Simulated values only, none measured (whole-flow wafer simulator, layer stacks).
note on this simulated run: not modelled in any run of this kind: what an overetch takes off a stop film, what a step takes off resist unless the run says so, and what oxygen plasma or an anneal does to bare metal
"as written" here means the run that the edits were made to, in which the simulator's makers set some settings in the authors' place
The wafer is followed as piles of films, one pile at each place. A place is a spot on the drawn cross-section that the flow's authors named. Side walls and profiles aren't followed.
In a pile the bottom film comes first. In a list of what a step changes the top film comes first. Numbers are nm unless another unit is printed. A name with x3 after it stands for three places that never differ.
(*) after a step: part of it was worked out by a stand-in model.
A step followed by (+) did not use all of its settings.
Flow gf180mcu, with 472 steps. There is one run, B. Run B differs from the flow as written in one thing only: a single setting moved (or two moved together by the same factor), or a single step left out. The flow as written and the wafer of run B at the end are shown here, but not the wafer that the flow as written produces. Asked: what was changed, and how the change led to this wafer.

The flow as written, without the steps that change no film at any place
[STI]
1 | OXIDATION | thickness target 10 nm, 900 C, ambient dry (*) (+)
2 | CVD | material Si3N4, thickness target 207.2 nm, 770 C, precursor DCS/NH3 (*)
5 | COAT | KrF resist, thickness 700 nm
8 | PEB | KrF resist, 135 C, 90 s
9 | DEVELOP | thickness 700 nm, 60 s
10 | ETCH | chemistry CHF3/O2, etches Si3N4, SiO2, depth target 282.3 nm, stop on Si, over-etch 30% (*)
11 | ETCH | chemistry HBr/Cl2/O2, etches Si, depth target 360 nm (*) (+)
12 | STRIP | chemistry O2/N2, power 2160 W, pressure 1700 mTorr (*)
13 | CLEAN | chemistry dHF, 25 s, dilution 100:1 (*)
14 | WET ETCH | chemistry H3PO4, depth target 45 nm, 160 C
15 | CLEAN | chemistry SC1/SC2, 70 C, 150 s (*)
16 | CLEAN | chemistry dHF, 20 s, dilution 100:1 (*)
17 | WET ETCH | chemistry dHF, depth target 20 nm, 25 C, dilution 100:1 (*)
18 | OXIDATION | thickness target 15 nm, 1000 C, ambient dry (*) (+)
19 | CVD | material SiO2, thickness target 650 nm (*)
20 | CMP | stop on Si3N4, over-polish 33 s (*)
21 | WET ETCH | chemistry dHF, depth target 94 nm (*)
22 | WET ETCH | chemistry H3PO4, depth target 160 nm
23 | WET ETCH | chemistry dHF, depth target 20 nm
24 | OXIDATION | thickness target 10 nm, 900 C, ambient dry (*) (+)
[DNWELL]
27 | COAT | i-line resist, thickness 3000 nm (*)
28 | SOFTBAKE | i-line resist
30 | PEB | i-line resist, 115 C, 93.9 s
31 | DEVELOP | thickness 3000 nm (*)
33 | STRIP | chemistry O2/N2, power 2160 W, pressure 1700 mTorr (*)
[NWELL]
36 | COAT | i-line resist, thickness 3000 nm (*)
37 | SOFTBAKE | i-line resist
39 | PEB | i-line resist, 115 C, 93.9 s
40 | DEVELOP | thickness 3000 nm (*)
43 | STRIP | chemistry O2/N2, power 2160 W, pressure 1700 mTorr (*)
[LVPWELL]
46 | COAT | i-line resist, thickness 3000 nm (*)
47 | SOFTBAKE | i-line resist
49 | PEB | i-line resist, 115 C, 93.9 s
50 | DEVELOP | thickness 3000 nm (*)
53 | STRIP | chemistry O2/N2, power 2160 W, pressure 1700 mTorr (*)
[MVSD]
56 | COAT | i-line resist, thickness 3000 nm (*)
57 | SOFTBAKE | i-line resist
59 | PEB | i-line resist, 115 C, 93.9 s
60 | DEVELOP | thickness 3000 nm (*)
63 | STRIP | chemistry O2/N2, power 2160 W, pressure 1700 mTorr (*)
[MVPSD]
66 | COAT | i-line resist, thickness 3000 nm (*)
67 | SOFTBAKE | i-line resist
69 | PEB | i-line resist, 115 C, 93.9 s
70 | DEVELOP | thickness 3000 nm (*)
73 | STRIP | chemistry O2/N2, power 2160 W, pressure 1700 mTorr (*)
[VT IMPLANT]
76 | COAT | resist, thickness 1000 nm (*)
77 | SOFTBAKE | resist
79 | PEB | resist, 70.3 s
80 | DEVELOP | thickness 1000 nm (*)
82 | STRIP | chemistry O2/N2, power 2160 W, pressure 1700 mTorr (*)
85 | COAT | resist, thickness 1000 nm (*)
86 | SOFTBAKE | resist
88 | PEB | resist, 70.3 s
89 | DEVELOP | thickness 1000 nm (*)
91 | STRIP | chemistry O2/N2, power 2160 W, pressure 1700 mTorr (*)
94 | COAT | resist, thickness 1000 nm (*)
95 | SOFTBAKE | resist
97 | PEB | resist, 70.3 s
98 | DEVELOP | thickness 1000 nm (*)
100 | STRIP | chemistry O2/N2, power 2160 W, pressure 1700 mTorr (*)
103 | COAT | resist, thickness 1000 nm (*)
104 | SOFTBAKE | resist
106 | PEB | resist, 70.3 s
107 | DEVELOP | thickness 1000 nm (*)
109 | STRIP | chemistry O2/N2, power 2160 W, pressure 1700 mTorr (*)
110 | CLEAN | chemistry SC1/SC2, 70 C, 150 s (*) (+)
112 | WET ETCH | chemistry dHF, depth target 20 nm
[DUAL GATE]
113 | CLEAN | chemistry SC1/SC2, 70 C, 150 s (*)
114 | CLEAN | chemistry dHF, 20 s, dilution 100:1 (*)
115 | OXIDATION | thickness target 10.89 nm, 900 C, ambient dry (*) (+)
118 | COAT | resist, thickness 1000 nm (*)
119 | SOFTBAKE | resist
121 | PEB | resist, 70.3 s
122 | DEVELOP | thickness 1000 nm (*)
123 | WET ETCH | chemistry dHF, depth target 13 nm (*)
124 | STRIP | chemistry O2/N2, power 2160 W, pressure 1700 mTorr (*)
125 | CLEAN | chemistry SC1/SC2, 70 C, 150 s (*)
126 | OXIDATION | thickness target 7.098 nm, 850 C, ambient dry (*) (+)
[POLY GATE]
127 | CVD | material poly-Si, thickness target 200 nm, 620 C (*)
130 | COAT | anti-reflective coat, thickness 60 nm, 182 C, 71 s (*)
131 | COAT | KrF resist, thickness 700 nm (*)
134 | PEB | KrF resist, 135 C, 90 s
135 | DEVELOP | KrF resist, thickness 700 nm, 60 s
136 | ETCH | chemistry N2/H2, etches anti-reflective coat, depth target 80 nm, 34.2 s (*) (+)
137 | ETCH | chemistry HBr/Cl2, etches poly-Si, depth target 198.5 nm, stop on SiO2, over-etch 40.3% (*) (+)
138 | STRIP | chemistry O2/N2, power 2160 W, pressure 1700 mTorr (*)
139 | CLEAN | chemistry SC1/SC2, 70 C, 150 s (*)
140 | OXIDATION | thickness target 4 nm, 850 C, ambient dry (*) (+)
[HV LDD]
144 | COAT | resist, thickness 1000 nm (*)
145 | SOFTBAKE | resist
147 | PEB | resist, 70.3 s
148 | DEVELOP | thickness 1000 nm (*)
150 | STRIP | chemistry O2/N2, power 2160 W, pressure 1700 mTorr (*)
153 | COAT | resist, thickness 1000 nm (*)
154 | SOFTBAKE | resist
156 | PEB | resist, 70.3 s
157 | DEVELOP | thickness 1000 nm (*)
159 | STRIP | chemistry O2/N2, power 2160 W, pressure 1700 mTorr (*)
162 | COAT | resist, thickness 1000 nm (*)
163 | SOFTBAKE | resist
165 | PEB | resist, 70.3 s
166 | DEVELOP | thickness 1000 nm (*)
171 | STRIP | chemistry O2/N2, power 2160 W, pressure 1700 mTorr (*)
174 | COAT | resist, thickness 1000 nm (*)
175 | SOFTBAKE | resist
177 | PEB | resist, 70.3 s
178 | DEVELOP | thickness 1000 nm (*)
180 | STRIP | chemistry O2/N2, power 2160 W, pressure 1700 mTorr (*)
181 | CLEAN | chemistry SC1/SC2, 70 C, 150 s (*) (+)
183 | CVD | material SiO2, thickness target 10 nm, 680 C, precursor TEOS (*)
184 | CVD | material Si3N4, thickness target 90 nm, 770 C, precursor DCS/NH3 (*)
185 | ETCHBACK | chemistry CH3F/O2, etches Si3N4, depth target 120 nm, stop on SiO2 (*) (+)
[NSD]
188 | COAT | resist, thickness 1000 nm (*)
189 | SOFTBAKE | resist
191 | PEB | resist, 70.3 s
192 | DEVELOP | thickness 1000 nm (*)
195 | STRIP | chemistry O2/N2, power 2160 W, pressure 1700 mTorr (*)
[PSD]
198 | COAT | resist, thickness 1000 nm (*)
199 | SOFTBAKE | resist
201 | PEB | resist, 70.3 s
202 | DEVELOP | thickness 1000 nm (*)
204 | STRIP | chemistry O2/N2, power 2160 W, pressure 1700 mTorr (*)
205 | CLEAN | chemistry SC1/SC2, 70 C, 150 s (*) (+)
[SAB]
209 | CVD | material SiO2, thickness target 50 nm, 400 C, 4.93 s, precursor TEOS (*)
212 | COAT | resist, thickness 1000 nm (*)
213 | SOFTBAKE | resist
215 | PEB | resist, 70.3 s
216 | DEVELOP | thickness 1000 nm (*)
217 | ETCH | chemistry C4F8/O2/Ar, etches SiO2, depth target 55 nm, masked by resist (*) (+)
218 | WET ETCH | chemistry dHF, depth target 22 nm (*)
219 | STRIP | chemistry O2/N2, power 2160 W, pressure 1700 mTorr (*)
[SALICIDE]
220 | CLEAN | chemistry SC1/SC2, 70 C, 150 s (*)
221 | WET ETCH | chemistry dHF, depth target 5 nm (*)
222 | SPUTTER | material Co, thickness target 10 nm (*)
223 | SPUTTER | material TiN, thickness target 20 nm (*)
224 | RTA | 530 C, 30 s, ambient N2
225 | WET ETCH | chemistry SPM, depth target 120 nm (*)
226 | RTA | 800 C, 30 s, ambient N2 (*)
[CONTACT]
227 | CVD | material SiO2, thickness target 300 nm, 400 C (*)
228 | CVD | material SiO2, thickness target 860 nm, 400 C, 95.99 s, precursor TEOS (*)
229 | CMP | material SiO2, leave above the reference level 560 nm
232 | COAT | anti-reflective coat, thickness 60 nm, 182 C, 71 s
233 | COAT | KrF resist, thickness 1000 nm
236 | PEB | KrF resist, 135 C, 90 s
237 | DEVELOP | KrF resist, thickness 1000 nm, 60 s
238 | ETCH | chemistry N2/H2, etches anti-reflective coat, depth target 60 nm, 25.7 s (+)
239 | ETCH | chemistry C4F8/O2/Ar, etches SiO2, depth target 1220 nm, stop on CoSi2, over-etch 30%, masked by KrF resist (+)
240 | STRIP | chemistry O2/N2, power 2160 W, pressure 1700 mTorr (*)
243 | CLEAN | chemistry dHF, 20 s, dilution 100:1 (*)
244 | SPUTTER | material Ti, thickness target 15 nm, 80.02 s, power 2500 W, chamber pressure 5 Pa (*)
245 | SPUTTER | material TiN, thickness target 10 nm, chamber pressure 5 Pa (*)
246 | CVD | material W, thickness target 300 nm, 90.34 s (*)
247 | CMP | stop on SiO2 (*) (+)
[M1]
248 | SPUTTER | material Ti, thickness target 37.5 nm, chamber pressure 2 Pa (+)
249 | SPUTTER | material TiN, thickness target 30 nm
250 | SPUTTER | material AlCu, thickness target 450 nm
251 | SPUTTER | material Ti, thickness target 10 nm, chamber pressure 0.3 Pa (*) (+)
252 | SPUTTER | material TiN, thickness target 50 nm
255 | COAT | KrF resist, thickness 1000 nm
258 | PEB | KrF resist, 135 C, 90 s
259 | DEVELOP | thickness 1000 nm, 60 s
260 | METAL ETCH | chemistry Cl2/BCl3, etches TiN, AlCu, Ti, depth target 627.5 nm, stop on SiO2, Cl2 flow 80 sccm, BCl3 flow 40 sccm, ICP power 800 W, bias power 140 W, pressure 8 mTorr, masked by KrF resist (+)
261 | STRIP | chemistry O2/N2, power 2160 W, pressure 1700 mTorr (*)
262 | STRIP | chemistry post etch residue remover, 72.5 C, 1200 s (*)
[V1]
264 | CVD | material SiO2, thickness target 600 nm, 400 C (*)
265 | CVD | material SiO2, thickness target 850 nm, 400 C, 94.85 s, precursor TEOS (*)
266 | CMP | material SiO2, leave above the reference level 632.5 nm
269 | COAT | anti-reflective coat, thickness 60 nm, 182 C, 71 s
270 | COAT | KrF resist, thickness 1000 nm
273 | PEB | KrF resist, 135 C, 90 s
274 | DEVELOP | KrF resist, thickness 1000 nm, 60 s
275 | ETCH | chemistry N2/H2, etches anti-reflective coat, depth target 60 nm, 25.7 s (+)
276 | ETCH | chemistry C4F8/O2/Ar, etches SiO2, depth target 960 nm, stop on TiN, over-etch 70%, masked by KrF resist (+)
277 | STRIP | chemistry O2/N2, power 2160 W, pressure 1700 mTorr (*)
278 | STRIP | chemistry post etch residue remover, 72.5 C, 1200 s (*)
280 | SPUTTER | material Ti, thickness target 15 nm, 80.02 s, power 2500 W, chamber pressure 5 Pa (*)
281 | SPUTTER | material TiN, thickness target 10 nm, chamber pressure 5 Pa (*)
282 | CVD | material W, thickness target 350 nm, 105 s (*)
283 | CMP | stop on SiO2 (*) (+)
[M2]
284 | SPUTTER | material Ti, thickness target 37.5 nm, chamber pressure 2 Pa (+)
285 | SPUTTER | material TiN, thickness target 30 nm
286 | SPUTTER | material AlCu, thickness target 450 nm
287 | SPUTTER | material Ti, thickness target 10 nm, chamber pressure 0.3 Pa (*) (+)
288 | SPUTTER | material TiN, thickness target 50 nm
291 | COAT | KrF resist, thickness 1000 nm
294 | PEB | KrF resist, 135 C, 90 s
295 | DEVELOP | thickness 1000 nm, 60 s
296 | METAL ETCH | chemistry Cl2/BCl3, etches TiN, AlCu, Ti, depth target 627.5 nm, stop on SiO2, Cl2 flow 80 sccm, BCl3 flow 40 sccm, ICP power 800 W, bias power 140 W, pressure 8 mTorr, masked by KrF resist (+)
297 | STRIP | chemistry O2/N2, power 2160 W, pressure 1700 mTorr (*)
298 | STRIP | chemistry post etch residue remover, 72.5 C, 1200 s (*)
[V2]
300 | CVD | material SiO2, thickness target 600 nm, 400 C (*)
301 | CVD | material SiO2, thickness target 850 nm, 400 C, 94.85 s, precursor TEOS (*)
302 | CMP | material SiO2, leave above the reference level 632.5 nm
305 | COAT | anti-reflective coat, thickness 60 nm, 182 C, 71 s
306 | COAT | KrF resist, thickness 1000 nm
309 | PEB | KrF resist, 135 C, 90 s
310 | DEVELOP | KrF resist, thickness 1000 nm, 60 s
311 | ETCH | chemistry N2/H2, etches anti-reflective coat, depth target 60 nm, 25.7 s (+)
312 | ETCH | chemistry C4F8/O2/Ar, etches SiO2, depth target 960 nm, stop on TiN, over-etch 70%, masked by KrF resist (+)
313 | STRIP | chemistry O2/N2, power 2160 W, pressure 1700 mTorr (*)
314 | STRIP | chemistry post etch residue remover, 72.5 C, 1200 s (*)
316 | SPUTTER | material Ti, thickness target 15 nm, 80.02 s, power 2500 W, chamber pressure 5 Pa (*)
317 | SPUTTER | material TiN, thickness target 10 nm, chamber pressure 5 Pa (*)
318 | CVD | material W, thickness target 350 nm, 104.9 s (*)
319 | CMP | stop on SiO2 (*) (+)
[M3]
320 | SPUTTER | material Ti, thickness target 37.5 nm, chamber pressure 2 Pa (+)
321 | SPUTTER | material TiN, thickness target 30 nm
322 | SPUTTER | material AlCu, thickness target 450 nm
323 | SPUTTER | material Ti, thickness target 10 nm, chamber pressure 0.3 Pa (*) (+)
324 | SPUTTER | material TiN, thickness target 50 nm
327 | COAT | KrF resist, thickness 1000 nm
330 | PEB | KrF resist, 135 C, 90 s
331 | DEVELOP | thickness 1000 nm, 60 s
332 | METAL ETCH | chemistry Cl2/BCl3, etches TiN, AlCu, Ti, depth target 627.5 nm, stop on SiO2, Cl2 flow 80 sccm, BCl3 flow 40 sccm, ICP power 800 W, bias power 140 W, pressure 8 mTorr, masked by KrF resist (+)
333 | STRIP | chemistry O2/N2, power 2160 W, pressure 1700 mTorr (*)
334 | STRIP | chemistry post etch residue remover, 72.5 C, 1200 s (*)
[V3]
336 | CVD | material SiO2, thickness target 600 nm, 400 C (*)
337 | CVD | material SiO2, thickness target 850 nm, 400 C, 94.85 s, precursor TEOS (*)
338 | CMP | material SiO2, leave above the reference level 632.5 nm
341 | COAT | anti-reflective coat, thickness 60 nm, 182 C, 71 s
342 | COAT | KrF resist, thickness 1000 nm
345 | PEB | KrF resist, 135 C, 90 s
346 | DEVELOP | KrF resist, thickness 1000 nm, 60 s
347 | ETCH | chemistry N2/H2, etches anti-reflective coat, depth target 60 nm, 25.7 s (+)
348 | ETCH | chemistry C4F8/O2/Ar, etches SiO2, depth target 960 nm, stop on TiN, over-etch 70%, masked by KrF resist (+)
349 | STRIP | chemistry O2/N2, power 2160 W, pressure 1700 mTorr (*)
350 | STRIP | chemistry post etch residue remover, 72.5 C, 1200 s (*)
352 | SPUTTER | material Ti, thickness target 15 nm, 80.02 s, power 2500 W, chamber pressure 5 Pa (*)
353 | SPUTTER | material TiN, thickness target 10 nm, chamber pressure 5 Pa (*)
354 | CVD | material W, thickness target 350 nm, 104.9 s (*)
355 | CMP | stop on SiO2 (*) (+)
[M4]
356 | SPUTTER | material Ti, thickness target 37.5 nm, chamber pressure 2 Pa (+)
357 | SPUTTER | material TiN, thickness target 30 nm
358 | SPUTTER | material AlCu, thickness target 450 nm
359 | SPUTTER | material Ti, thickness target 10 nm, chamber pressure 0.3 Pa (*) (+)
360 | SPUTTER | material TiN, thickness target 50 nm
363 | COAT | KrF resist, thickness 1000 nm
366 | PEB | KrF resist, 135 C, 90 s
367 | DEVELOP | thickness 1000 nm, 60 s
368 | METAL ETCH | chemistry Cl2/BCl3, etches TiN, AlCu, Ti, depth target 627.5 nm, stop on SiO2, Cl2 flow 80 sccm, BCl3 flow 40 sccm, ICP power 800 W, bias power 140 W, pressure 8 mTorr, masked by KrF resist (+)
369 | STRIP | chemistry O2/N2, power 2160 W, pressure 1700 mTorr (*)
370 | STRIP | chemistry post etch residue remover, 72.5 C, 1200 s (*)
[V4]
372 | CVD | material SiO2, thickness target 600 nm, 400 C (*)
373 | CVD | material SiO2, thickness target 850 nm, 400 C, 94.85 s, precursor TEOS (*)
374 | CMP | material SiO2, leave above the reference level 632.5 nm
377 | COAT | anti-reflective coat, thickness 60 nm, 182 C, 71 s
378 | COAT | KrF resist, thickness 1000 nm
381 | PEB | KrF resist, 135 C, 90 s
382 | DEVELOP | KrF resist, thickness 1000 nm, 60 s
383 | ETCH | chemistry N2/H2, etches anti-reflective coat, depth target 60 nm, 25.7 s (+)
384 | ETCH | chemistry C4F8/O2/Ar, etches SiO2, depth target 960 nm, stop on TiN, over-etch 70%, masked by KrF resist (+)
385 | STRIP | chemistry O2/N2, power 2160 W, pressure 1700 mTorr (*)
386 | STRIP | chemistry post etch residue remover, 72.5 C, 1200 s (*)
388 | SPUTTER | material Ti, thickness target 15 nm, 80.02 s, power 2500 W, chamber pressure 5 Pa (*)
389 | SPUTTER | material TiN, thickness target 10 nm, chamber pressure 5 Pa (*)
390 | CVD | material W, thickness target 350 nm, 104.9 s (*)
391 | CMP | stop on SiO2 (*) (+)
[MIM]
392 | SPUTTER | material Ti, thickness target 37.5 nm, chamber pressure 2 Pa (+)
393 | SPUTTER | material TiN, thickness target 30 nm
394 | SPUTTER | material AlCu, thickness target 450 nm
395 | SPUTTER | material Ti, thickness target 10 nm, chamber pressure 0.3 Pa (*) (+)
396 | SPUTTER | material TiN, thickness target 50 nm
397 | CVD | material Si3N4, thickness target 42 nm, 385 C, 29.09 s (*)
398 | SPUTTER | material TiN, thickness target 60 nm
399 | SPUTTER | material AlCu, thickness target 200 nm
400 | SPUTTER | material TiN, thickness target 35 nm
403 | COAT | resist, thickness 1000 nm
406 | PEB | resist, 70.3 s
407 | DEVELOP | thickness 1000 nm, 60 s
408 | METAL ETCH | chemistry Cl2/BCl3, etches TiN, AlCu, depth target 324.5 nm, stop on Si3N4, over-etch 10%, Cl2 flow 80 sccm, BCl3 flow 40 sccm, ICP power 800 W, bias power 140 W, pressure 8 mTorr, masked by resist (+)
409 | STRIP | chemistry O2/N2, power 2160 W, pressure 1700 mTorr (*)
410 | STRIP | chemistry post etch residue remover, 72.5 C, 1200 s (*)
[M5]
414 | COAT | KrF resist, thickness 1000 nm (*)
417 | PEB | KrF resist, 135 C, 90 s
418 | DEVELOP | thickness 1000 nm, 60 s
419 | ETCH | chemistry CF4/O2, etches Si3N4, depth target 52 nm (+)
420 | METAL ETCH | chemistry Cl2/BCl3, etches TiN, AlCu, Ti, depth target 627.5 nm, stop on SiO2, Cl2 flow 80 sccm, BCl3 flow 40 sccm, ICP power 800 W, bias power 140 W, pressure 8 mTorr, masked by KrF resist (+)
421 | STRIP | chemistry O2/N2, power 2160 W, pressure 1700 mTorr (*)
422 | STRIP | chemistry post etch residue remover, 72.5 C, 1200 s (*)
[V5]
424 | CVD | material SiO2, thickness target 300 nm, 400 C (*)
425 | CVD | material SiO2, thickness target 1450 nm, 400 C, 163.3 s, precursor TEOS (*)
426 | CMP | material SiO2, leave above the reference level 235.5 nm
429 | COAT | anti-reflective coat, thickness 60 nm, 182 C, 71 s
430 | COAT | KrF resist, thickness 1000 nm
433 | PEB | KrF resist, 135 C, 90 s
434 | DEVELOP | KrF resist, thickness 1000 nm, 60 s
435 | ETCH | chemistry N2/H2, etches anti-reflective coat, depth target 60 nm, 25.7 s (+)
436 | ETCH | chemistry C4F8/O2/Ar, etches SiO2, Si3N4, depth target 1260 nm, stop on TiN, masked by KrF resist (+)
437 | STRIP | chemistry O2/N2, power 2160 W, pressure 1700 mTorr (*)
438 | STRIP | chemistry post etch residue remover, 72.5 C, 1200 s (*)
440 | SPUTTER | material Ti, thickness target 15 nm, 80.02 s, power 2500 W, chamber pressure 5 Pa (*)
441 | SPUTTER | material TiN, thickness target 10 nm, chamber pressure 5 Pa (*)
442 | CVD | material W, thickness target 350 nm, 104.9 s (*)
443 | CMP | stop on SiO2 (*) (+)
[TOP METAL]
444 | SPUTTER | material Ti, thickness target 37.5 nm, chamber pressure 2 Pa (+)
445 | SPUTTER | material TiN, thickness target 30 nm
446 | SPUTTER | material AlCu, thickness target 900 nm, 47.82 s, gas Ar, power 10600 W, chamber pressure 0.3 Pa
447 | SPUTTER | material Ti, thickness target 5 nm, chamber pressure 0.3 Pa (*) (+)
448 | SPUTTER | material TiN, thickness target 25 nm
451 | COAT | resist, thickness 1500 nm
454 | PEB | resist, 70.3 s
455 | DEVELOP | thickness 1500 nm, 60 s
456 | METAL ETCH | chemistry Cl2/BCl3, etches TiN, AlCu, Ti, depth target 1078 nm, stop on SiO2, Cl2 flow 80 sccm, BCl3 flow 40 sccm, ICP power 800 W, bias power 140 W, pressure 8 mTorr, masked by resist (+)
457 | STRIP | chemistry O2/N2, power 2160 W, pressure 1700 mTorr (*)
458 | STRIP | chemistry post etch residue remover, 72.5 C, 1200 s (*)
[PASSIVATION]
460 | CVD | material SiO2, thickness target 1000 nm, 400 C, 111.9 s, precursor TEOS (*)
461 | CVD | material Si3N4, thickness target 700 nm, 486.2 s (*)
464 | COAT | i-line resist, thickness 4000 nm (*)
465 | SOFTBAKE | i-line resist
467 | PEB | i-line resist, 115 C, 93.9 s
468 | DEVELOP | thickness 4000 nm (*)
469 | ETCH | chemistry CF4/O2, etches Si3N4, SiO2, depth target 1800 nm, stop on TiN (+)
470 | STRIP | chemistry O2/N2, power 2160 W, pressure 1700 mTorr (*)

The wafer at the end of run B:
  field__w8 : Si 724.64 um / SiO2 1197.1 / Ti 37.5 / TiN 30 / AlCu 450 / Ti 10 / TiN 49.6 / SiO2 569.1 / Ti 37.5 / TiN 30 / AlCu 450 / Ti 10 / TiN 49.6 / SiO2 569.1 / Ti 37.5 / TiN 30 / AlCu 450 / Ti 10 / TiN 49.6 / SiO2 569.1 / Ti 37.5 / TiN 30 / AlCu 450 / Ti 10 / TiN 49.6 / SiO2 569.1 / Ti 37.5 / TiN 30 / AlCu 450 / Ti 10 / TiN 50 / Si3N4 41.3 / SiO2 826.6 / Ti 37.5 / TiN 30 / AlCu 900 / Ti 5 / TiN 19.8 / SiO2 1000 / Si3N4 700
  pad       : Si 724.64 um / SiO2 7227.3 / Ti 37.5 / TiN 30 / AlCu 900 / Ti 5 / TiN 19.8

The reason: step 448, SPUTTER: thickness target 20.2 nm was run, whereas the flow has thickness target 25 nm.

The path from the change to this, step by step:
  448 | SPUTTER | material TiN, thickness target 25 nm
      field, field__w1, field__w2 and 109 more: +20.2 TiN (new film) (it would be, as written: +25 TiN (new film))
  456 | METAL ETCH | chemistry Cl2/BCl3, etches TiN, AlCu, Ti, depth target 1078 nm, stop on SiO2, Cl2 flow 80 sccm, BCl3 flow 40 sccm, ICP power 800 W, bias power 140 W, pressure 8 mTorr, masked by resist (+)
      field, field__w1, field__w2 and 103 more: -20.2 TiN (all of it), -5 Ti (all of it), -900 AlCu (all of it), -30 TiN (all of it), -37.5 Ti (all of it) (it would be, as written: -25 TiN (all of it), -5 Ti (all of it), -900 AlCu (all of it), -30 TiN (all of it), -37.5 Ti (all of it))
